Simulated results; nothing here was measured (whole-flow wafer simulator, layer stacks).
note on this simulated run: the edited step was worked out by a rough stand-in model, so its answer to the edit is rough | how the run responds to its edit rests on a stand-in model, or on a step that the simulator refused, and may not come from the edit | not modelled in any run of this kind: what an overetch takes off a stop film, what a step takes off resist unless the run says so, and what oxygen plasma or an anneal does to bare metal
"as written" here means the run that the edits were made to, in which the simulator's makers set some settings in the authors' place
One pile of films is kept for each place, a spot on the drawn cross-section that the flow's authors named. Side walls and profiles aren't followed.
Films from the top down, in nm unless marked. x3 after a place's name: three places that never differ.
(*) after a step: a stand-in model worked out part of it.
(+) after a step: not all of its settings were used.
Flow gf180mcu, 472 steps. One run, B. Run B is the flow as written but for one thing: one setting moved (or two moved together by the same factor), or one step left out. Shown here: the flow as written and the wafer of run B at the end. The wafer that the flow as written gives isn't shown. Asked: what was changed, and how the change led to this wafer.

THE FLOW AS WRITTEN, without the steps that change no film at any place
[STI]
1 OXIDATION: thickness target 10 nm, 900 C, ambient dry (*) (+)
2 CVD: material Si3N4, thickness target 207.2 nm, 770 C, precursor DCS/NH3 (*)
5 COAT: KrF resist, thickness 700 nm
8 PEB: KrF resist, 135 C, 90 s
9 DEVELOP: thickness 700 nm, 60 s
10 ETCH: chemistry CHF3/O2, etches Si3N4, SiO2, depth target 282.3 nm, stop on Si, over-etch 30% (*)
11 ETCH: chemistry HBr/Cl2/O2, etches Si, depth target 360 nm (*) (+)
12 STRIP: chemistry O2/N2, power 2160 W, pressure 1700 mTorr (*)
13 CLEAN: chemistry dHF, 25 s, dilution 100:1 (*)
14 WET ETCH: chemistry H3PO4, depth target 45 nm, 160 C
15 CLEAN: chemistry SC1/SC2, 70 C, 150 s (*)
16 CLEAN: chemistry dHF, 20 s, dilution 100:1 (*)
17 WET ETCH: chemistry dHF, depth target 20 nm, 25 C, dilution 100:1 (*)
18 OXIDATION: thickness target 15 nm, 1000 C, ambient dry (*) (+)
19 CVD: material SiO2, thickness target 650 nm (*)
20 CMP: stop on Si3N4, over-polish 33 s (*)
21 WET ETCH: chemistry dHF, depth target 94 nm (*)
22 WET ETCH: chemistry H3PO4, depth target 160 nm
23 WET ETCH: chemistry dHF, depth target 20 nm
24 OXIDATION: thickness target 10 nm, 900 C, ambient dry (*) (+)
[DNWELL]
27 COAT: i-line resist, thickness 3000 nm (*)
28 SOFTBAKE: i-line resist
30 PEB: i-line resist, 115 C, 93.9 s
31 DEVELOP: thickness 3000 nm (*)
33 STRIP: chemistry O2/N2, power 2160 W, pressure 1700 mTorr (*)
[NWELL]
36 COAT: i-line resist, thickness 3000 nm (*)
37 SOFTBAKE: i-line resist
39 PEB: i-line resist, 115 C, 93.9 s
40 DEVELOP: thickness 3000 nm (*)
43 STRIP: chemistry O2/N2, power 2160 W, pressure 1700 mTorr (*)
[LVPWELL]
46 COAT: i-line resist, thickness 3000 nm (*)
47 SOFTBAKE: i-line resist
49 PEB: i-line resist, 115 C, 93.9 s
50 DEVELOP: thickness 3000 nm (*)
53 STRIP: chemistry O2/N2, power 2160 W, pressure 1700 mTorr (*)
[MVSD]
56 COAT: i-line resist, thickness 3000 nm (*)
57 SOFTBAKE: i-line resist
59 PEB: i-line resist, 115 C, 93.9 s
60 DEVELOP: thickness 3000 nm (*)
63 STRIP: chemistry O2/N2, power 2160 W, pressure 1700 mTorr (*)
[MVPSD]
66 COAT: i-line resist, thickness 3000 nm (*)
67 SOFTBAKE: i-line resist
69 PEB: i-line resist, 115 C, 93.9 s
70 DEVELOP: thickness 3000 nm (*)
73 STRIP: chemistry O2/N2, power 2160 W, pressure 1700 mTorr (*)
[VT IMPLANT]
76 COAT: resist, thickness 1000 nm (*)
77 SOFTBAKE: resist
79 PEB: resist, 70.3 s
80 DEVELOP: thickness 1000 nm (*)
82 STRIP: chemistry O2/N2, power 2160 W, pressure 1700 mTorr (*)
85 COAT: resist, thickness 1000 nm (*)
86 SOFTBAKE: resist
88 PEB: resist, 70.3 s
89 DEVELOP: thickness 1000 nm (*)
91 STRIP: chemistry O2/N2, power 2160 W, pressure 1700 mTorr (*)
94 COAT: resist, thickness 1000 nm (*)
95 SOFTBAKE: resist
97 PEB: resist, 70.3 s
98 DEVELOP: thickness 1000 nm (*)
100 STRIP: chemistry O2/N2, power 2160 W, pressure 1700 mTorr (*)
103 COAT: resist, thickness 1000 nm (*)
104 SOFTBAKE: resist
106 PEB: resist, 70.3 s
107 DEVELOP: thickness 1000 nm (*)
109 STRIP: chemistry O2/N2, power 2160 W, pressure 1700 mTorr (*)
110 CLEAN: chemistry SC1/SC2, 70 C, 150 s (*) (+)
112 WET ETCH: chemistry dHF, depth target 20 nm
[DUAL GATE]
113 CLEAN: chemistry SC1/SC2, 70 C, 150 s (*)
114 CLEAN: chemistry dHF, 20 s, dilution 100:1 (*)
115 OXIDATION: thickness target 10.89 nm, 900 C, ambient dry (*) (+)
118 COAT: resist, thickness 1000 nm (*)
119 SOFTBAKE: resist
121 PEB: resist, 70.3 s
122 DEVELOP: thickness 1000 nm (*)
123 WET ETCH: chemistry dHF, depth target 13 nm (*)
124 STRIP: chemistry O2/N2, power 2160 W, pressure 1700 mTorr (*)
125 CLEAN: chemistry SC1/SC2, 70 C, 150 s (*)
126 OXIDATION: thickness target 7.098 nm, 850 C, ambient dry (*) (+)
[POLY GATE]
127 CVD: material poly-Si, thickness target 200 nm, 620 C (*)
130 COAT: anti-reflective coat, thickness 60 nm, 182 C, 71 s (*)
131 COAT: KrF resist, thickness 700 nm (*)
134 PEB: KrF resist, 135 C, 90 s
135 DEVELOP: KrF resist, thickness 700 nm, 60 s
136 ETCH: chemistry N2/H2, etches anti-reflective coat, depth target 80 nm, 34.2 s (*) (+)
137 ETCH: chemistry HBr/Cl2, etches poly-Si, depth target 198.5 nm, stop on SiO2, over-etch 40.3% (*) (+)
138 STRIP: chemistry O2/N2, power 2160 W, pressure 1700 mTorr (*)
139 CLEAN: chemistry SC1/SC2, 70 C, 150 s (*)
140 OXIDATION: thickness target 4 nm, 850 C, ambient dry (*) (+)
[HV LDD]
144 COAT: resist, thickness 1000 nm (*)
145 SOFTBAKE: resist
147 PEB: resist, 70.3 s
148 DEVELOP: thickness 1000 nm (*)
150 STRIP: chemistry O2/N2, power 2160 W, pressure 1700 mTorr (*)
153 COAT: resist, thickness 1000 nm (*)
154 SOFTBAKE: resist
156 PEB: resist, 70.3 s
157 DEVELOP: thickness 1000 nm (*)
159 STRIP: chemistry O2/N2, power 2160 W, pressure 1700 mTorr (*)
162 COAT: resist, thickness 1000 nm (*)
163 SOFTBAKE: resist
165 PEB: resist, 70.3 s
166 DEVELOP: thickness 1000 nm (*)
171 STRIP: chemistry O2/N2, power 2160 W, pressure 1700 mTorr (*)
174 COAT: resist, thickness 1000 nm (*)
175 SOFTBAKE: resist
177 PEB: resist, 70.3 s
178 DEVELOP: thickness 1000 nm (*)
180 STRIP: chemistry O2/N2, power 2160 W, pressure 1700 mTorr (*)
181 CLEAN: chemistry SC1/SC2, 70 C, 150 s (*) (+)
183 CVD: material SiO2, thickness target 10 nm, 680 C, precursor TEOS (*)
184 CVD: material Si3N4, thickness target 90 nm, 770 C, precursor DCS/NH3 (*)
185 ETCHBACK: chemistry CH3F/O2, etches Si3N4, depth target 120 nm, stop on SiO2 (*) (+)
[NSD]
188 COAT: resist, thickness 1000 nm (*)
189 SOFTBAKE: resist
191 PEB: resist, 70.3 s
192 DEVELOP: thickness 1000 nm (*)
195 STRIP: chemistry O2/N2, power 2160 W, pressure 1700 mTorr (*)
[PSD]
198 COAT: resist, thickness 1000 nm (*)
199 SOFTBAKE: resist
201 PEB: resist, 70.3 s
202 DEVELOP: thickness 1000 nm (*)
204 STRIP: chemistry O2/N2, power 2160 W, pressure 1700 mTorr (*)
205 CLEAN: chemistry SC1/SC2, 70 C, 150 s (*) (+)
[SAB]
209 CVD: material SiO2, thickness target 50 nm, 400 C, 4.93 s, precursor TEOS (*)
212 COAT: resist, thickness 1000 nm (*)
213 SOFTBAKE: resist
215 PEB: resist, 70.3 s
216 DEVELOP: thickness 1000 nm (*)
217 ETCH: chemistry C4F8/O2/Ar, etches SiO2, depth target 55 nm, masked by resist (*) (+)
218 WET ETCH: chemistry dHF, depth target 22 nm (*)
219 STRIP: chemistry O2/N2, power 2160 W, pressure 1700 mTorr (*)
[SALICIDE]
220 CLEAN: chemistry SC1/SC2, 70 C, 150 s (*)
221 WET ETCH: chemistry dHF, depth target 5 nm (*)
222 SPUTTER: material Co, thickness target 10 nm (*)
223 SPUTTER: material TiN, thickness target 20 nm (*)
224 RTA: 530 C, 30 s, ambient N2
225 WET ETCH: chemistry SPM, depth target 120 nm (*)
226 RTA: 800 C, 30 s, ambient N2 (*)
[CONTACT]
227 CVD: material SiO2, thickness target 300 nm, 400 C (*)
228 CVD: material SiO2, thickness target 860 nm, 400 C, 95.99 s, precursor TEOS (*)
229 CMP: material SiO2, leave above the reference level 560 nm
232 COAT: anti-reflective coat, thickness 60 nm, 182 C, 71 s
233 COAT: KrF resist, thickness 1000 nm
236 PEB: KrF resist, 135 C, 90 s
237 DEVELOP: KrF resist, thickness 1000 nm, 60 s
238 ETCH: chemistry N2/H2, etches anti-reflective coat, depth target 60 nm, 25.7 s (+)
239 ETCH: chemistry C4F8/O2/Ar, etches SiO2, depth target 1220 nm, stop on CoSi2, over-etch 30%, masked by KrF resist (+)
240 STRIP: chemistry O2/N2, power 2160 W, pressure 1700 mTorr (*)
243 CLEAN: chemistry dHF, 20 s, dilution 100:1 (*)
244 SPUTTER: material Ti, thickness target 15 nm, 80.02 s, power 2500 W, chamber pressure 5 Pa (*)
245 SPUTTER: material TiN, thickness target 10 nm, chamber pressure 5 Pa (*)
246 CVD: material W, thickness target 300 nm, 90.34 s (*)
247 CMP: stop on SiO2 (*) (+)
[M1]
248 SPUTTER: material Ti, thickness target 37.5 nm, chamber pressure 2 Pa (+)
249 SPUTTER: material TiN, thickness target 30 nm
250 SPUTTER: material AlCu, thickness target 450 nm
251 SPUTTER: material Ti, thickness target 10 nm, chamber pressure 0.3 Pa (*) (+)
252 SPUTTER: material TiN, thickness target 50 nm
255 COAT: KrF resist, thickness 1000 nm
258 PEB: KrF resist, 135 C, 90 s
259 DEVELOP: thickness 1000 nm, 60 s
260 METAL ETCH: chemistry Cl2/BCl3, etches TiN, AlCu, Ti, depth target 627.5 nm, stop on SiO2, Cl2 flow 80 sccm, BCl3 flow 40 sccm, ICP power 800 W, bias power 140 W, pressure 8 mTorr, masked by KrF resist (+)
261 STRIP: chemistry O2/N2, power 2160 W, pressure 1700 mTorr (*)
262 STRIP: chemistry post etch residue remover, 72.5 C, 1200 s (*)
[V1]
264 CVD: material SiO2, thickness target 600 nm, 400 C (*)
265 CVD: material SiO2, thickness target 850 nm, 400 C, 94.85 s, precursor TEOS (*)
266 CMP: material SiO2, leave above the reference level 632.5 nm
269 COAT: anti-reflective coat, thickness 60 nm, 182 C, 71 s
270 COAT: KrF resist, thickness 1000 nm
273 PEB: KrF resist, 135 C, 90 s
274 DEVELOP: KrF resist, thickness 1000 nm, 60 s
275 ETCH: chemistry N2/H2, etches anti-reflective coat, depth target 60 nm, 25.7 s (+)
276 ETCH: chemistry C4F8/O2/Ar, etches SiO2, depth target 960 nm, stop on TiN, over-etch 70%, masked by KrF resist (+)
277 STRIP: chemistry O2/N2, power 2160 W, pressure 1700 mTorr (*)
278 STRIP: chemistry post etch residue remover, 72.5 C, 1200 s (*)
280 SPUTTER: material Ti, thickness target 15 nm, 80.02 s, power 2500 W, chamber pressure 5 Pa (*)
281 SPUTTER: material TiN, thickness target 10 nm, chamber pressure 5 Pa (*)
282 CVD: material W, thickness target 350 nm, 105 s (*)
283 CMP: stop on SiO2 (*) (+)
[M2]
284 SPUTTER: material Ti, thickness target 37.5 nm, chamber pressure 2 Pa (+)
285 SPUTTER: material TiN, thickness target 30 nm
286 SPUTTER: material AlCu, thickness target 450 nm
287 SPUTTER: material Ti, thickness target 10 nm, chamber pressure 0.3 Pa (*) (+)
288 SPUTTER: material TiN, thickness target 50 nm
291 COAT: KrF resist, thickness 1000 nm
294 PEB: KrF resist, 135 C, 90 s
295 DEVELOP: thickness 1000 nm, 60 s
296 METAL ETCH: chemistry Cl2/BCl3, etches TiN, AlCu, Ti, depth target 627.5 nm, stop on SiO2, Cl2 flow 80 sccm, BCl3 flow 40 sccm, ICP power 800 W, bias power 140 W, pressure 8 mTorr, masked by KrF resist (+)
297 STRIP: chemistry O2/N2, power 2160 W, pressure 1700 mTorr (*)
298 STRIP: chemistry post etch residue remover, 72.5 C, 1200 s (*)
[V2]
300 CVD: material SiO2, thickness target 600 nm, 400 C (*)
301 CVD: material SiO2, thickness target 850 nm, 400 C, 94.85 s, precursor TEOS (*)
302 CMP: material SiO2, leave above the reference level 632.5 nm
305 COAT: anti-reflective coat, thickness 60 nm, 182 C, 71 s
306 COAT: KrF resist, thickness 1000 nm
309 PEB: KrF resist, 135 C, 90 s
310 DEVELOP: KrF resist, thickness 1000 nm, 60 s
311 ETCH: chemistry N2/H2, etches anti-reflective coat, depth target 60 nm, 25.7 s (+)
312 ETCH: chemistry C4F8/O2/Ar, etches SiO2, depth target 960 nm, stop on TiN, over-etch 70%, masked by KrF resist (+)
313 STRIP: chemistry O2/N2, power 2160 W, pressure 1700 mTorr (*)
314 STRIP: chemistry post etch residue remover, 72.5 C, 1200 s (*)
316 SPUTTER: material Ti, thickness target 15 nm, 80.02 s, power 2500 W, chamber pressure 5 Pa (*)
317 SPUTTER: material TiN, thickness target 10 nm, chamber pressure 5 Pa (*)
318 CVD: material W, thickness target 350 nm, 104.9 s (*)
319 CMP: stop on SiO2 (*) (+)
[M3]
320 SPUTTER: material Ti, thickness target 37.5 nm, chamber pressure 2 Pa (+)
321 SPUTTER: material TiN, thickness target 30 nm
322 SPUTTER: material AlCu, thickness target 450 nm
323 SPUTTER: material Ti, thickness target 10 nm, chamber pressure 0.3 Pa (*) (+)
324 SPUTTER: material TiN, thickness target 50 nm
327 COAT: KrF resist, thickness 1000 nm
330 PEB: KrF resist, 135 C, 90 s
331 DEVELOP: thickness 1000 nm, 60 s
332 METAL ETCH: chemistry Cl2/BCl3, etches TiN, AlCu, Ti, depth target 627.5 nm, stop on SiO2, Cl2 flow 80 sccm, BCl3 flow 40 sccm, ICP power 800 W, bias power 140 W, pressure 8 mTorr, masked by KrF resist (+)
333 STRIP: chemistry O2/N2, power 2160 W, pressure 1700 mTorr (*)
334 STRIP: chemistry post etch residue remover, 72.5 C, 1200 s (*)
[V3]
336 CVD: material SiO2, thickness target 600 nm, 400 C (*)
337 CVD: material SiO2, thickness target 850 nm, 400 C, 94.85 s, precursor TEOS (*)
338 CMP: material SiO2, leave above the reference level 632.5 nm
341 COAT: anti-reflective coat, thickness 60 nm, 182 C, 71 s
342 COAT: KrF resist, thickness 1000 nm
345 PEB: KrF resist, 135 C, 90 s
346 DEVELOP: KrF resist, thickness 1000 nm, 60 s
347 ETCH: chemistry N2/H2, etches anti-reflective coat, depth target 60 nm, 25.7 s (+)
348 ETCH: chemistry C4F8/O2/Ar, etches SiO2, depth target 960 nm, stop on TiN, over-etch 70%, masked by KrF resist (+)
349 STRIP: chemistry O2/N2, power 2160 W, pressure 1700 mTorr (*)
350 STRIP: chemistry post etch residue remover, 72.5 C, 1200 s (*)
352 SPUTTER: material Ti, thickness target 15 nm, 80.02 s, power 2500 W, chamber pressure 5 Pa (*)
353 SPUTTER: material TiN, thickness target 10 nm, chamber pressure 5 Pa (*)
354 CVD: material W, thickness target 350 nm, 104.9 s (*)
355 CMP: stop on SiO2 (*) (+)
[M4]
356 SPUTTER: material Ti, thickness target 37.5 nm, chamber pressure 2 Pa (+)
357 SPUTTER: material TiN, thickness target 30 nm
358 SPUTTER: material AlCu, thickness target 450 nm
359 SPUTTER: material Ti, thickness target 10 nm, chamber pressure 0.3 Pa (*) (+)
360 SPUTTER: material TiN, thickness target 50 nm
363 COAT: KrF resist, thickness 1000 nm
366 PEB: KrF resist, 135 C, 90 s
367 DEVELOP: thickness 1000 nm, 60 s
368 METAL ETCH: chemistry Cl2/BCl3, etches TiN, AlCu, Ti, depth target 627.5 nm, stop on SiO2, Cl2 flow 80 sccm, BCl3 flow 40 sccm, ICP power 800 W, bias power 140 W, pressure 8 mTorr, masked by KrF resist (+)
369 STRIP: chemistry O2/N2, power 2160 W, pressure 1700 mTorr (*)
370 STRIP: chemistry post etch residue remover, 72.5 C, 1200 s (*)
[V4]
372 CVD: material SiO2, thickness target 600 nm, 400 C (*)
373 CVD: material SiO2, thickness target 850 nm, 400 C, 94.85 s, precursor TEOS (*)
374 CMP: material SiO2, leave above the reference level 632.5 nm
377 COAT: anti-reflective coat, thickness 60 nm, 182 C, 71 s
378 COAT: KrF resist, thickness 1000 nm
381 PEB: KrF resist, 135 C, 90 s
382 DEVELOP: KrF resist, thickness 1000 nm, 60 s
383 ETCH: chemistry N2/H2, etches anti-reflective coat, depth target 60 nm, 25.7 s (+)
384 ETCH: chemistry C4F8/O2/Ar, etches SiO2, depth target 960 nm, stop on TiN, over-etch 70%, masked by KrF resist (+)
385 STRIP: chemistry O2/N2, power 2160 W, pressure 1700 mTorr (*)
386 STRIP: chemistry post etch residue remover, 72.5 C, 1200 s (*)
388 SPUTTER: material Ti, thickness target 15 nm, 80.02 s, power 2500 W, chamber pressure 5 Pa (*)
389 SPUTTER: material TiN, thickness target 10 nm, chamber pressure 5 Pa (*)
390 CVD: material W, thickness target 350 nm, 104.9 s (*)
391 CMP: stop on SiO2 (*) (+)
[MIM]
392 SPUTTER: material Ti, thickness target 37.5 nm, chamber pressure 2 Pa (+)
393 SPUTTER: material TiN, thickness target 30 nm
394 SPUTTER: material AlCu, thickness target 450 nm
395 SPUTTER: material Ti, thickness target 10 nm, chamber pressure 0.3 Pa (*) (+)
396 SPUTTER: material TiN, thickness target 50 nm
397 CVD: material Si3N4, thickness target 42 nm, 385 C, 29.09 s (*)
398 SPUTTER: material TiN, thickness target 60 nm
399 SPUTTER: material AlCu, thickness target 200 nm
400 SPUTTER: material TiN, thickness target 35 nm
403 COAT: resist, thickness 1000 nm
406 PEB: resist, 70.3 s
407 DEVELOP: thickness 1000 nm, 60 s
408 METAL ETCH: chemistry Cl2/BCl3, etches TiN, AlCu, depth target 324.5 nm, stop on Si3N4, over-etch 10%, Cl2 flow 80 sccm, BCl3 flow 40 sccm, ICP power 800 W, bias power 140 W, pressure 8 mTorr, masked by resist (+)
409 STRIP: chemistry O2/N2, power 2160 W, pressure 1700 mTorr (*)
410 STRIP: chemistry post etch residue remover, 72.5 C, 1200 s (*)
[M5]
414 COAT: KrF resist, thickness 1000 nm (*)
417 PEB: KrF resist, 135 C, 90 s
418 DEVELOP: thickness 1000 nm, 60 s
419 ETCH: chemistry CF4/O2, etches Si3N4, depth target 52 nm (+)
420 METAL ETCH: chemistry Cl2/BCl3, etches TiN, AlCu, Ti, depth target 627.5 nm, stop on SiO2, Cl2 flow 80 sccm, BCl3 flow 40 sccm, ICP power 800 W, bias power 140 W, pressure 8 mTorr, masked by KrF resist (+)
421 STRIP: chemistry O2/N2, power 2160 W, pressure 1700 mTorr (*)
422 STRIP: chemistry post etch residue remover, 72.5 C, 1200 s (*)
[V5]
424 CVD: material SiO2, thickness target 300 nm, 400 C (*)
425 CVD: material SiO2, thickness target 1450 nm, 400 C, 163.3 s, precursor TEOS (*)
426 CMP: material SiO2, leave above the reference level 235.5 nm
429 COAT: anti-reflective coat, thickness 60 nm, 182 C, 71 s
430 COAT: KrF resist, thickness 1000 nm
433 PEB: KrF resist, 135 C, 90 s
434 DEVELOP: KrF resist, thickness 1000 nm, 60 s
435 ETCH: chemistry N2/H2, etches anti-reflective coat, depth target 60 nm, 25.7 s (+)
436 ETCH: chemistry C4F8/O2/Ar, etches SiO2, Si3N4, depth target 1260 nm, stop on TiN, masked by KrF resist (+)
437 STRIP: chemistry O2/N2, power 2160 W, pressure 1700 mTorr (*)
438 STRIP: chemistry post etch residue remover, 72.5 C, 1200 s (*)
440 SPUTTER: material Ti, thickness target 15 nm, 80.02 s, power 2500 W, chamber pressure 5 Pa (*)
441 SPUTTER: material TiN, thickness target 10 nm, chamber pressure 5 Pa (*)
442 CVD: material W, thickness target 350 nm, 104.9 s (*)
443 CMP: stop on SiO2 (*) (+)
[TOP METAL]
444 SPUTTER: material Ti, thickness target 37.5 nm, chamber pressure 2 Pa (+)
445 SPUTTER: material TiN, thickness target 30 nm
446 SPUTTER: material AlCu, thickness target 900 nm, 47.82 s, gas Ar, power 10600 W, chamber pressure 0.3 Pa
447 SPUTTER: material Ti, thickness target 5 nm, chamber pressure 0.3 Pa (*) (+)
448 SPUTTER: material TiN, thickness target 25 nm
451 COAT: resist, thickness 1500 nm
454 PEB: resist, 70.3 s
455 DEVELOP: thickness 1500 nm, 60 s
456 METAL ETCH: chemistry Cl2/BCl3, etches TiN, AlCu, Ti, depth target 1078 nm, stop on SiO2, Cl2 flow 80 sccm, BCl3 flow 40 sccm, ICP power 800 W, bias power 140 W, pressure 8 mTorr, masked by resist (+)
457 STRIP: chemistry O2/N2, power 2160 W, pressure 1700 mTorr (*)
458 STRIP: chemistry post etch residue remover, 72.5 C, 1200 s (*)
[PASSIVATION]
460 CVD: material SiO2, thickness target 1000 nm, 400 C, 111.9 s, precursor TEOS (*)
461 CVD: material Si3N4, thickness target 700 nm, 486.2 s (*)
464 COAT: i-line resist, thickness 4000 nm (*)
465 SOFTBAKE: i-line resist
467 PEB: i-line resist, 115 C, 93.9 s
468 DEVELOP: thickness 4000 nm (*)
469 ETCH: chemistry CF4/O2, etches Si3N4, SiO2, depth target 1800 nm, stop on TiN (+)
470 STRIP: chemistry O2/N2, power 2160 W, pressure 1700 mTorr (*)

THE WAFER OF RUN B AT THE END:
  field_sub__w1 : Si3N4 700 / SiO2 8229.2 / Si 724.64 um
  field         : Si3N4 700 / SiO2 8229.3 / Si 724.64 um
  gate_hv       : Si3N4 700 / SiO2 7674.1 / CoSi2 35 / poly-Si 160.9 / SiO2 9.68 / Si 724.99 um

The cause: step 115, OXIDATION: thickness target 5.552 nm was run, where the flow has thickness target 10.89 nm.

How the change led to this, step by step:
  115 OXIDATION: thickness target 10.89 nm, 900 C, ambient dry (*) (+)
      active, n_well, p_well and 40 more: SiO2 +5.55 (new film), Si -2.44 (as written it would be: SiO2 +10.9 (new film), Si -4.79)
      sti, mim_1p0, pad and 19 more: SiO2 +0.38, Si -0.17 (as written it would be: SiO2 +1.22, Si -0.54)
      (and at 27 more places)
  123 WET ETCH: chemistry dHF, depth target 13 nm (*)
      active, n_well, p_well and 12 more: SiO2 -5.55 (all of it) (as written it would be: SiO2 -10.9 (all of it))
  126 OXIDATION: thickness target 7.098 nm, 850 C, ambient dry (*) (+)
      gate_hv, active_hv, active_nat and 25 more: SiO2 +4.47, Si -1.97 (as written it would be: SiO2 +3.72, Si -1.64)
  130 COAT: anti-reflective coat, thickness 60 nm, 182 C, 71 s (*)
      p_well, spacer, sd_n: anti-reflective coat +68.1 (new film) (as written it would be: anti-reflective coat +70.9 (new film))
      ldn_fp, ldp_fp: anti-reflective coat +47.5 (new film) (as written it would be: anti-reflective coat +48.5 (new film))
      (and at 16 more places)
  136 ETCH: chemistry N2/H2, etches anti-reflective coat, depth target 80 nm, 34.2 s (*) (+)
      p_well, spacer, sd_n: anti-reflective coat -68.1 (all of it), poly-Si -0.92 (as written it would be: anti-reflective coat -70.9 (all of it), poly-Si -0.85)
      active: anti-reflective coat -64.1 (all of it), poly-Si -1.02 (as written it would be: anti-reflective coat -65.7 (all of it), poly-Si -0.98)
      (and at 12 more places)
  138 STRIP: chemistry O2/N2, power 2160 W, pressure 1700 mTorr (*)
      gate: chemical SiO2 +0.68 (new film), KrF resist -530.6 (all of it), anti-reflective coat -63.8 (all of it), poly-Si -0.3 (as written it would be: chemical SiO2 +0.68 (new film), KrF resist -531.7 (all of it), anti-reflective coat -65.5 (all of it), poly-Si -0.3)
      gate_p: chemical SiO2 +0.68 (new film), KrF resist -529.6 (all of it), anti-reflective coat -64.5 (all of it), poly-Si -0.3 (as written it would be: chemical SiO2 +0.68 (new film), KrF resist -530.6 (all of it), anti-reflective coat -65.9 (all of it), poly-Si -0.3)
      (and at 3 more places)
  145 SOFTBAKE: resist
      active_nat: resist +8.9 (as written it would be: resist +4.68)
  154 SOFTBAKE: resist
      active_nat: resist +8.9 (as written it would be: resist +4.68)
  163 SOFTBAKE: resist
      active_nat: resist +8.9 (as written it would be: resist +4.68)
  175 SOFTBAKE: resist
      active_nat: resist +8.9 (as written it would be: resist +4.68)
  189 SOFTBAKE: resist
      active_hv: resist -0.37 (as written it would be: resist +2.68)
  199 SOFTBAKE: resist
      active_hv: resist -0.37 (as written it would be: resist +2.68)
  218 WET ETCH: chemistry dHF, depth target 22 nm (*)
      ldn_tap, ldn_src, ldn_drn, ldp_tap, ldp_src, ldp_drn, ldp_gr: SiO2 -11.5 (all of it) (as written it would be: SiO2 -16 (all of it))
      ld_drn_n, ld_sd_p: SiO2 -10.3 (all of it) (as written it would be: SiO2 -14.8 (all of it))
      (and at 5 more places)
  223 SPUTTER: material TiN, thickness target 20 nm (*)
      field__w12: TiN +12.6 (new film) (as written it would be: TiN +12 (new film))
  225 WET ETCH: chemistry SPM, depth target 120 nm (*)
      field__w12: TiN -12.6 (all of it), Co -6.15 (all of it) (as written it would be: TiN -12 (all of it), Co -6.15 (all of it))
